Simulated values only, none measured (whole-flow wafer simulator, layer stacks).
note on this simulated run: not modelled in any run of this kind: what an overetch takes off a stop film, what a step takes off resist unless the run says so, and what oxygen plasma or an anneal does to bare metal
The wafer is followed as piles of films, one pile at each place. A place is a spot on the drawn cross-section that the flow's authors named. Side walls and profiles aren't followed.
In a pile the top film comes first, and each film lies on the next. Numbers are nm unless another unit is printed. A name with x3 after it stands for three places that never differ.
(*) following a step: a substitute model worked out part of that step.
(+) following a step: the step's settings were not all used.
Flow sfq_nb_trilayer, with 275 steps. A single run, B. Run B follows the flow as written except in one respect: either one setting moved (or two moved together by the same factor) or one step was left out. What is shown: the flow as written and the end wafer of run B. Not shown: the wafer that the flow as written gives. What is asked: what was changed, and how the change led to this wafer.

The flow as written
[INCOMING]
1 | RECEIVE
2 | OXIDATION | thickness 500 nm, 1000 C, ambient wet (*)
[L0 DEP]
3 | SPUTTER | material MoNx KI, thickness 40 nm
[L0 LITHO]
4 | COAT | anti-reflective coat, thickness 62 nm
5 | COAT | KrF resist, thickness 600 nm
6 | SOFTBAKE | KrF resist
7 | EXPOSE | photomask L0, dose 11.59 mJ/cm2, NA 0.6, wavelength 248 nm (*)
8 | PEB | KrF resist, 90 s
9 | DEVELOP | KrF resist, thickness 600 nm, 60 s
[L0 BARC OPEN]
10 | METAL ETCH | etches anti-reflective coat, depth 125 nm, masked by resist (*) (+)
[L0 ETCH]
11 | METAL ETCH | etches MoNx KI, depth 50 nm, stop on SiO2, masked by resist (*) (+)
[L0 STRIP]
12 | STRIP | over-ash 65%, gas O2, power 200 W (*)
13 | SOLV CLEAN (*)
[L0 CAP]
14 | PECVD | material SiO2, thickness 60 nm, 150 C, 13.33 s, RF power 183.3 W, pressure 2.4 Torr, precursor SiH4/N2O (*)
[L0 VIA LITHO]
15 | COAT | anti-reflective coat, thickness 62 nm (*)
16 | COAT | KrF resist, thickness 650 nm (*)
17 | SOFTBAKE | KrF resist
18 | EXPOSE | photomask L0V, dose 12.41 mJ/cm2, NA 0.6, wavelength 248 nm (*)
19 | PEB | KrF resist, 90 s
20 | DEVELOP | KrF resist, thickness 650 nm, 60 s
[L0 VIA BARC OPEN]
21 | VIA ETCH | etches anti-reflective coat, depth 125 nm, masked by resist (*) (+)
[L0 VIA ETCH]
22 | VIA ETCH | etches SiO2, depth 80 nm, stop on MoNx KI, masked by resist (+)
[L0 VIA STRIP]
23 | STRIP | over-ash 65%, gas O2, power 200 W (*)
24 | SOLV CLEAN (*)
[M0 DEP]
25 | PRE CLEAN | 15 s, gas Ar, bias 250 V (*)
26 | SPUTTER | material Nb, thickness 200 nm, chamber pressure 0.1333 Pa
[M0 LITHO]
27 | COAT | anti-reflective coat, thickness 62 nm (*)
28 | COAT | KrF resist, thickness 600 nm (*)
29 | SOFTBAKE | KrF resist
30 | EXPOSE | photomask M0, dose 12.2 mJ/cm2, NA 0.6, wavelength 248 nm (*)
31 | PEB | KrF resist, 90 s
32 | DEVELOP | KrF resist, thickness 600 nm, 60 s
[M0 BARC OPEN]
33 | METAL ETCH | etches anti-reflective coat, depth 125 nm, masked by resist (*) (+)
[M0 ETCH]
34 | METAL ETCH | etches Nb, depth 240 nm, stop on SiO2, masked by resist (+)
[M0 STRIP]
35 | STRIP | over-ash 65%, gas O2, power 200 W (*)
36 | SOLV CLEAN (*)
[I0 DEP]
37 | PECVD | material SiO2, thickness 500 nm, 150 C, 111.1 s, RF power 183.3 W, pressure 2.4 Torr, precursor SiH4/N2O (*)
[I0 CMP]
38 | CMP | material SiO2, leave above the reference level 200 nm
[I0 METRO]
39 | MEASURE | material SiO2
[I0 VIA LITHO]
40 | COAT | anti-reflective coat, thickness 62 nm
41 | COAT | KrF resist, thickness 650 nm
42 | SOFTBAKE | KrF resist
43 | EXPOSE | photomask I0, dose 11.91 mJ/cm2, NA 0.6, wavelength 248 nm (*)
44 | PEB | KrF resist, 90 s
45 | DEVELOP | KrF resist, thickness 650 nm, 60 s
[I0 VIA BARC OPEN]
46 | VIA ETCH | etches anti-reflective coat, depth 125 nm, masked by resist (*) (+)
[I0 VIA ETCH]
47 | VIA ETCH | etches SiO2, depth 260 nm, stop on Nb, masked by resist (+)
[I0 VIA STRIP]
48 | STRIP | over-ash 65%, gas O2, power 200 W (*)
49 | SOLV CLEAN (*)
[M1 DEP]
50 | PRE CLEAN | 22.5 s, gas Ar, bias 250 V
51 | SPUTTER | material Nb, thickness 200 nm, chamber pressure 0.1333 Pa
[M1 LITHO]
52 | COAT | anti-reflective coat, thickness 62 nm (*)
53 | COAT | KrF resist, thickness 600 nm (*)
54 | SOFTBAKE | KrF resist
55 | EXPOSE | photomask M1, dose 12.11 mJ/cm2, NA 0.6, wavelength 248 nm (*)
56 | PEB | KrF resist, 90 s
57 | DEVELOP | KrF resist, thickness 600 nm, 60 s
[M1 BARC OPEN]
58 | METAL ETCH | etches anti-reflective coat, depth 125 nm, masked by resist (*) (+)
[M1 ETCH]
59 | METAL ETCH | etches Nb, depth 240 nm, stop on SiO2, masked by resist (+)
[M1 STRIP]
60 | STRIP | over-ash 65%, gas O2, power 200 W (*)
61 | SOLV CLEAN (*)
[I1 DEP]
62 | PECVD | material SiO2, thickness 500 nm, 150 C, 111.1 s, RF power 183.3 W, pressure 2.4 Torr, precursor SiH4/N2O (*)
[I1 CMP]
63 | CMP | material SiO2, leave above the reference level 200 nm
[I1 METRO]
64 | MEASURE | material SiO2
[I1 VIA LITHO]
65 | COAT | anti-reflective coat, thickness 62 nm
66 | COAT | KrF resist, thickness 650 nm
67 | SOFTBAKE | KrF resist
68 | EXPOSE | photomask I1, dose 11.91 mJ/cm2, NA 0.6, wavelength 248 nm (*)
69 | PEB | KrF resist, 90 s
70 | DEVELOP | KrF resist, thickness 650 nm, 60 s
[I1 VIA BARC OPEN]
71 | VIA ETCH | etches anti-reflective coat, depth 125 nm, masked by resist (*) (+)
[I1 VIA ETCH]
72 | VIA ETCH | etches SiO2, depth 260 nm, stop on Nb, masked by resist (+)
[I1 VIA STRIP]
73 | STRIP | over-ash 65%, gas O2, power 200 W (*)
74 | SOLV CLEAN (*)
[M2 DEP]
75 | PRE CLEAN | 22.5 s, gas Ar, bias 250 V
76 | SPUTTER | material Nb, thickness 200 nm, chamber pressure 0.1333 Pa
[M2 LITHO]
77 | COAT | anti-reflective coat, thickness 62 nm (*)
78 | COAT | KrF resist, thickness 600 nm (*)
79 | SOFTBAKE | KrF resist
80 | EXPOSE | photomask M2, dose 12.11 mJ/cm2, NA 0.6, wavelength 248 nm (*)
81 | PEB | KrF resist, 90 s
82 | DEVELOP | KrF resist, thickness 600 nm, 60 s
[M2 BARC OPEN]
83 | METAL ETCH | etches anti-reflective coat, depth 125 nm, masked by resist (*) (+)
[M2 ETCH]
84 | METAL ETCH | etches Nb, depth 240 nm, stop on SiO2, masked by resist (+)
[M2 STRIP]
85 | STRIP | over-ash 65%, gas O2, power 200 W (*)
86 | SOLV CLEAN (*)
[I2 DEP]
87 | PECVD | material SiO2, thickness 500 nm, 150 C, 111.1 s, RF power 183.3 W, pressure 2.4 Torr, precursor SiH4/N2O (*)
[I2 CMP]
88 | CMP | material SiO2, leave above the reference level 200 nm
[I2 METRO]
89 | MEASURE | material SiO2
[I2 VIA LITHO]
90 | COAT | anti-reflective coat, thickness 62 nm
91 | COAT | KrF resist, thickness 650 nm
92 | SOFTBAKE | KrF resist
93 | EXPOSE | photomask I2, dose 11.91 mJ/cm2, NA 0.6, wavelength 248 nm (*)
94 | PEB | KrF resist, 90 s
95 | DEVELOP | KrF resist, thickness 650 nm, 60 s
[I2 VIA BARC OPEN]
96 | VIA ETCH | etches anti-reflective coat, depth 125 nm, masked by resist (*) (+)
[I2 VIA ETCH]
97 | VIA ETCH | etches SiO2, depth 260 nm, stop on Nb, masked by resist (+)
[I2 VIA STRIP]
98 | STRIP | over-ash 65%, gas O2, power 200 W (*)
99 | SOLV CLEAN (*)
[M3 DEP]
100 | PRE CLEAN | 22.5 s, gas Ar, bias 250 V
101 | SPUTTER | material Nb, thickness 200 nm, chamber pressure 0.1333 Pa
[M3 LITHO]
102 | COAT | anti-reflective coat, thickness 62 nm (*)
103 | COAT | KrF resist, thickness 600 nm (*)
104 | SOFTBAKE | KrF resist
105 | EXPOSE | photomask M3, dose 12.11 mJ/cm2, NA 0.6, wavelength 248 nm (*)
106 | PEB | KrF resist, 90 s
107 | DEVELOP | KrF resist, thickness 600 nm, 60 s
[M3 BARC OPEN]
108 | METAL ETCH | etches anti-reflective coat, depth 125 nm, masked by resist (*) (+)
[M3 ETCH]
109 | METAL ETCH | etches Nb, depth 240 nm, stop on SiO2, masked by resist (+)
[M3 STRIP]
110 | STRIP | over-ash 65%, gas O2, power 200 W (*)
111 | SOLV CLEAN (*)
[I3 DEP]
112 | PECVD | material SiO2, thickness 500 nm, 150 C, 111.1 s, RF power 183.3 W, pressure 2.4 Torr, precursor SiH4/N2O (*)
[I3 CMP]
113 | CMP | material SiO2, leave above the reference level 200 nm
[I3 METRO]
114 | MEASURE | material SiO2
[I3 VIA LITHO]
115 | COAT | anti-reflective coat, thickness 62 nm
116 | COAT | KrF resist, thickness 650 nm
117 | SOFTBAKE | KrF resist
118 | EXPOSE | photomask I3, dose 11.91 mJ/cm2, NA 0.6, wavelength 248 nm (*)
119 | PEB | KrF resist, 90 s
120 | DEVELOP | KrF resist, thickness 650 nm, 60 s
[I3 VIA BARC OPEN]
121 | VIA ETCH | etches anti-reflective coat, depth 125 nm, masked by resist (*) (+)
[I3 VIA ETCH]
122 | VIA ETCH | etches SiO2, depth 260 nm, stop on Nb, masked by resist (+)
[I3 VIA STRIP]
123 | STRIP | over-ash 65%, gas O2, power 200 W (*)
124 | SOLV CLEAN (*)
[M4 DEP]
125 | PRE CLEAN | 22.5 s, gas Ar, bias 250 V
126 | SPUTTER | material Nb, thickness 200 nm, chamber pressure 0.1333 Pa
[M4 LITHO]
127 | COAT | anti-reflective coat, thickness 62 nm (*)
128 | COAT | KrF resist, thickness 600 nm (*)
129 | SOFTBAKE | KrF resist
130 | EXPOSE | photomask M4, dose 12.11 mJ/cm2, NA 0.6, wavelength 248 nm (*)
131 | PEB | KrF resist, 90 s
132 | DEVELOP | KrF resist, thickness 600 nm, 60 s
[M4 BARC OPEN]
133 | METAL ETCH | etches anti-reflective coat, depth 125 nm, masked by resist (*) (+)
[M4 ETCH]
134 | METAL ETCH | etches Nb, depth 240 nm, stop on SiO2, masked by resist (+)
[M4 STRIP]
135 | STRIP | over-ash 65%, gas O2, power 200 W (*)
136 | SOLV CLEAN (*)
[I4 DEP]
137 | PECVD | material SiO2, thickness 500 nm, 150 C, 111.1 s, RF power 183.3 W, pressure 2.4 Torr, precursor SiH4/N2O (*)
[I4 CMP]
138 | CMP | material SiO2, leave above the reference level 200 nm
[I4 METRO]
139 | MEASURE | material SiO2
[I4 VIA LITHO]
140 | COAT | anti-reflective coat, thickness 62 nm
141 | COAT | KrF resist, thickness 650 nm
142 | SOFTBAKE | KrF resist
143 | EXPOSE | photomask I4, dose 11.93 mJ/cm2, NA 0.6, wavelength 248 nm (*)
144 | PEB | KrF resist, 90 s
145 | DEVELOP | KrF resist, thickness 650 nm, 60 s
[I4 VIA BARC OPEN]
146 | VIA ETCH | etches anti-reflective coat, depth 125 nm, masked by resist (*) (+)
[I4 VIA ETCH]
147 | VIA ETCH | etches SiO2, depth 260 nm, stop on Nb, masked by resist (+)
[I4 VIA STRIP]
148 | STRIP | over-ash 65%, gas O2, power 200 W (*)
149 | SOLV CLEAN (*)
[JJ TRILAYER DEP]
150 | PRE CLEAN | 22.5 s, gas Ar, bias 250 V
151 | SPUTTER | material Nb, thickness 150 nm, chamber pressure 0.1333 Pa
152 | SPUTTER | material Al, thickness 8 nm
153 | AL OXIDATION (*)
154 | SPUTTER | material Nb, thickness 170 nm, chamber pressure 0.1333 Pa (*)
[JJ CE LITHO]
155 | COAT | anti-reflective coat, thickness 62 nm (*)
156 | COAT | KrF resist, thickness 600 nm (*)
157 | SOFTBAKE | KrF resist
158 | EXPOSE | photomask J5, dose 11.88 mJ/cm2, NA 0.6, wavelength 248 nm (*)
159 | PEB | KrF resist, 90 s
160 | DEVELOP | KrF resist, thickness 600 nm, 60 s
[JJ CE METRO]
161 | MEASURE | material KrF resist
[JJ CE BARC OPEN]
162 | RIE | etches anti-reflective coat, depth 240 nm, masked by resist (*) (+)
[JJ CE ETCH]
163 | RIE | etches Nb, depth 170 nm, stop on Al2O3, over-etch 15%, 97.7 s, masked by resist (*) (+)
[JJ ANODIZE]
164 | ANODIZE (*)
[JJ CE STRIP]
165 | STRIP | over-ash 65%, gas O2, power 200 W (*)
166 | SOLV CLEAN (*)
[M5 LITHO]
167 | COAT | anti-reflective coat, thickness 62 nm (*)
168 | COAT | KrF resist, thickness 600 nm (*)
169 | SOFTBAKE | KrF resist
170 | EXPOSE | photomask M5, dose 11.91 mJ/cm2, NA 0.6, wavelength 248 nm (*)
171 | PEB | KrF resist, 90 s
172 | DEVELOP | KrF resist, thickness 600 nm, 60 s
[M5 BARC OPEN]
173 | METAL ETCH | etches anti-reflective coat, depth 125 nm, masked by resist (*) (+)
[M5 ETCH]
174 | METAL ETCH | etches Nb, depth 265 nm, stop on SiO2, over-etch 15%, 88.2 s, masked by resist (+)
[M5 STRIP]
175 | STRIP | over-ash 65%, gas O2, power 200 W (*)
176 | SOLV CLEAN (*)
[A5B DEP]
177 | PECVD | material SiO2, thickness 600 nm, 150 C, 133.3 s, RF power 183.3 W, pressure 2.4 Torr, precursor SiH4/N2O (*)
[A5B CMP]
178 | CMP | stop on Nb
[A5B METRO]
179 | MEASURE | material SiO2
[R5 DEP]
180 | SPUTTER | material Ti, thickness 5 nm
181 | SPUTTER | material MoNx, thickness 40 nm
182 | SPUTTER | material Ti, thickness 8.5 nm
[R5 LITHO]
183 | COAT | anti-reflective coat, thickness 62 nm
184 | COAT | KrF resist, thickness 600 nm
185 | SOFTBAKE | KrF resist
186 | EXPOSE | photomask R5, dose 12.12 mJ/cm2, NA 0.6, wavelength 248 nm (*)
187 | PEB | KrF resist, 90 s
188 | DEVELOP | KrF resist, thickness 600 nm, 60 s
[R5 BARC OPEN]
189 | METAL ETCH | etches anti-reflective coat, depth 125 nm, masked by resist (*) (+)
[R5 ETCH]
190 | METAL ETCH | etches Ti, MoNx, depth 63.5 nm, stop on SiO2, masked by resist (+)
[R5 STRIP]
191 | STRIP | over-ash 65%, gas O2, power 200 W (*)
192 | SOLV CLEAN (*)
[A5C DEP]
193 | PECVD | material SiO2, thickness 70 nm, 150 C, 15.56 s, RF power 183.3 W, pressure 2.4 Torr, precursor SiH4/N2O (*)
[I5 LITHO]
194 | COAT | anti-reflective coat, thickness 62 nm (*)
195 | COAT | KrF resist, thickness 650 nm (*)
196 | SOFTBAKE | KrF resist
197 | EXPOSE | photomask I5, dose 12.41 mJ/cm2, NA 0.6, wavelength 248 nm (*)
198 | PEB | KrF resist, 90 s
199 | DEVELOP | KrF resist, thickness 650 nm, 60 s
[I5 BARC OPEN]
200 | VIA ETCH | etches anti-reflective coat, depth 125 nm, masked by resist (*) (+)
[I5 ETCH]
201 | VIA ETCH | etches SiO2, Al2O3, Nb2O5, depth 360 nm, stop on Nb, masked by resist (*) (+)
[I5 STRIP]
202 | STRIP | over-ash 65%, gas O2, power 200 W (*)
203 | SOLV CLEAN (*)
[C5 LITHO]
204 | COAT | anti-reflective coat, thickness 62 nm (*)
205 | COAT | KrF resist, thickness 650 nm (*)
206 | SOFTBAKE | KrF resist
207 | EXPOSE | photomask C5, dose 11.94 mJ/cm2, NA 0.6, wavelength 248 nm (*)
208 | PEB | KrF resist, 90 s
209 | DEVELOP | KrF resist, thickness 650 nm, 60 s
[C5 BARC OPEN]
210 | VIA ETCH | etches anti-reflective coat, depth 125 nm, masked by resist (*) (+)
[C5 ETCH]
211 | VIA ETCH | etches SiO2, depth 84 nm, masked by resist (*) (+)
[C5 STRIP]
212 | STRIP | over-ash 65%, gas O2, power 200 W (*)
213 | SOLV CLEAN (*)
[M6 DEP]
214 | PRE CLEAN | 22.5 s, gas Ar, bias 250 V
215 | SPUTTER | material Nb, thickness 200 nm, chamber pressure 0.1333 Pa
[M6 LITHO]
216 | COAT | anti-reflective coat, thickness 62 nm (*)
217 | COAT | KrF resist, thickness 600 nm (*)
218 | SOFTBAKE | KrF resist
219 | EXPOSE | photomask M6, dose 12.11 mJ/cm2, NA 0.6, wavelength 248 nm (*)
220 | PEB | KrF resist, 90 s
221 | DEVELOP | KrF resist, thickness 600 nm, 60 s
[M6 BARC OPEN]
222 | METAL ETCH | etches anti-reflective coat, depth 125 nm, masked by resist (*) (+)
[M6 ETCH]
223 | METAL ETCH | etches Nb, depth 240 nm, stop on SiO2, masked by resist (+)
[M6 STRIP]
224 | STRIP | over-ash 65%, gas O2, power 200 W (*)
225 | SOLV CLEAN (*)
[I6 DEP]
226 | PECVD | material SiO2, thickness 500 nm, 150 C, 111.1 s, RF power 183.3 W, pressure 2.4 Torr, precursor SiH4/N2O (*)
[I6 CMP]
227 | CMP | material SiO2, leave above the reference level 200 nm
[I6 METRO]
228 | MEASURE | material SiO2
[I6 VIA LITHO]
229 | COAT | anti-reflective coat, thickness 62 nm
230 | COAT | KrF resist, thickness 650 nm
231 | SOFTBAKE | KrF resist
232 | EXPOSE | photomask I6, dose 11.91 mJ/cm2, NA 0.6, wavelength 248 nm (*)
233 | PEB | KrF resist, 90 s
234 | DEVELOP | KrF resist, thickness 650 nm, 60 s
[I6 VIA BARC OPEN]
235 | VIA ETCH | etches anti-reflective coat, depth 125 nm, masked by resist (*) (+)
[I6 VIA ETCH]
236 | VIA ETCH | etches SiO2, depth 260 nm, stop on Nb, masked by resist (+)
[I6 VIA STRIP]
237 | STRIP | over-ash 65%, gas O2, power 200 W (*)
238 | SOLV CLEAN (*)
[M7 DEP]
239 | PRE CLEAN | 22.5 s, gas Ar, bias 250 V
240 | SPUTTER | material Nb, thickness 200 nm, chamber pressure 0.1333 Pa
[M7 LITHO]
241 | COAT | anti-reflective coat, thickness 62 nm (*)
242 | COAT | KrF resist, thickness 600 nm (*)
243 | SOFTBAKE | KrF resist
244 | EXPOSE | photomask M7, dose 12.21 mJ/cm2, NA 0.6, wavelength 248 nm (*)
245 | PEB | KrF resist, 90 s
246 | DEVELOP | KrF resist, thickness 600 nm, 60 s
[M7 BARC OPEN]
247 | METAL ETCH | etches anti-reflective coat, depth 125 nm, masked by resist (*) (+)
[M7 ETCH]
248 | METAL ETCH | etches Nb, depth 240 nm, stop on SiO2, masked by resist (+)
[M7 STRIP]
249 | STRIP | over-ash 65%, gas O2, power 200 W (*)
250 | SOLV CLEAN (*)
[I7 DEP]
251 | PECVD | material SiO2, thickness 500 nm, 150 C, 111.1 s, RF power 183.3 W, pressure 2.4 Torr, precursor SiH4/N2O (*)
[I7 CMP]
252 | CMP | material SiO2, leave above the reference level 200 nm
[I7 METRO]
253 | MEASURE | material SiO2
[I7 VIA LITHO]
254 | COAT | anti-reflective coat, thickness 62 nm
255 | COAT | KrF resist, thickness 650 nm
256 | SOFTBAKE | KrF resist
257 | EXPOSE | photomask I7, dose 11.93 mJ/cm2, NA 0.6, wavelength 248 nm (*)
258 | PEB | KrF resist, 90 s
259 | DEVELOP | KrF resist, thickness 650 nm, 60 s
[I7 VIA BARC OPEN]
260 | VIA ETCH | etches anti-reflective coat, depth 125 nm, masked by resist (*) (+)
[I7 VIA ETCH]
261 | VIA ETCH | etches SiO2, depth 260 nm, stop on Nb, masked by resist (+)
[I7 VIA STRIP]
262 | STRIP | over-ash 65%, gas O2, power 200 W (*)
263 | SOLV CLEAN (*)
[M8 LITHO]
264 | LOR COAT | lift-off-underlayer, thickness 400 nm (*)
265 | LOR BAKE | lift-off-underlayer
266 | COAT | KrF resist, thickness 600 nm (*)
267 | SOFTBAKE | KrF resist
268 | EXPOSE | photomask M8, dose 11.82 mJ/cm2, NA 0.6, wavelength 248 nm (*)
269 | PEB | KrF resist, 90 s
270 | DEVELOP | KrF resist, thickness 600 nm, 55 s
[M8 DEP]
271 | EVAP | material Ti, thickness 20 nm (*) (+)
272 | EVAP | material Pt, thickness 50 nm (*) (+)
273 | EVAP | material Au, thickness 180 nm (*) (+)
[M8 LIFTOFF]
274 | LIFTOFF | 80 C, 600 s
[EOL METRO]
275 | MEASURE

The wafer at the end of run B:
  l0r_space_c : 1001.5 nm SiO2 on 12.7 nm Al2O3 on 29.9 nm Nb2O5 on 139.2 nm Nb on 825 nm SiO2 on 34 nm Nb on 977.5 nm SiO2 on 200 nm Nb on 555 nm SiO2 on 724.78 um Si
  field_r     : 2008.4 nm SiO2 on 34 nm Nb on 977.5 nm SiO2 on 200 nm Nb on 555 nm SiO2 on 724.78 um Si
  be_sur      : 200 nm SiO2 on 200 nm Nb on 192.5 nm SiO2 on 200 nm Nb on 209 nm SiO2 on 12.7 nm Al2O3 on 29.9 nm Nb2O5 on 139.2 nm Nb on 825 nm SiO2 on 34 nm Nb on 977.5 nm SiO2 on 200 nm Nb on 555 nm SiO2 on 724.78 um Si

What caused this: step 101, SPUTTER: thickness 274 nm was run, while the flow as written has thickness 200 nm.

How this came from the change, step by step:
  101 | SPUTTER | material Nb, thickness 200 nm, chamber pressure 0.1333 Pa
      field_l, v_sur, via_wl and 102 more: Nb gains 274 (new film) (as written it would have been: Nb gains 200 (new film))
      via_w: Nb gains 227.7 (as written it would have been: Nb gains 165.5)
  102 | COAT | anti-reflective coat, thickness 62 nm (*)
      via_wl, via_wr: anti-reflective coat gains 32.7 (new film) (as written it would have been: anti-reflective coat gains 34.2 (new film))
  109 | METAL ETCH | etches Nb, depth 240 nm, stop on SiO2, masked by resist (+)
      field_l, be, be_sur and 72 more: Nb loses 240 (as written it would have been: Nb loses 200 (all of it))
  110 | STRIP | over-ash 65%, gas O2, power 200 W (*)
      via_wl: KrF resist loses 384 (all of it), anti-reflective coat loses 32.7 (all of it) (as written it would have been: KrF resist loses 384.2 (all of it), anti-reflective coat loses 34.2 (all of it))
      via_wr: KrF resist loses 384.1 (all of it), anti-reflective coat loses 32.7 (all of it) (as written it would have been: KrF resist loses 384.2 (all of it), anti-reflective coat loses 34.2 (all of it))
  112 | PECVD | material SiO2, thickness 500 nm, 150 C, 111.1 s, RF power 183.3 W, pressure 2.4 Torr, precursor SiH4/N2O (*)
      field_l, be, be_sur and 64 more: SiO2 gains 500 (new film) (as written it would have been: SiO2 gains 500)
      p4_g1, p4_g2, p3_s0, p3_s1, p3_s2, p3_s3, p3_s4, p3_s5: SiO2 gains 597.1 (new film) (as written it would have been: SiO2 gains 557.1)
      (also at 1 further place)
  113 | CMP | material SiO2, leave above the reference level 200 nm
      field_l, be, be_sur and 64 more: SiO2 loses 60 (as written it would have been: SiO2 loses 100)
      via_w: SiO2 loses 157.1 (as written it would have been: SiO2 loses 181.6)
If metal films that touch count as one body, l0r_space_c has 3 bodies (between them, from the top down: SiO2 825; SiO2 977.5); the flow as written gives 2 bodies (between them, from the top down: SiO2 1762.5).
If metal films that touch count as one body, field_r has 2 bodies (between them, from the top down: SiO2 977.5); the flow as written gives 1 body.
If metal films that touch count as one body, be_sur has 5 bodies (between them, from the top down: SiO2 192.5; SiO2 209 / Al2O3 12.7 / Nb2O5 29.9; SiO2 825; SiO2 977.5); the flow as written gives 4 bodies (between them, from the top down: SiO2 192.5; SiO2 209 / Al2O3 12.7 / Nb2O5 29.9; SiO2 1762.5).
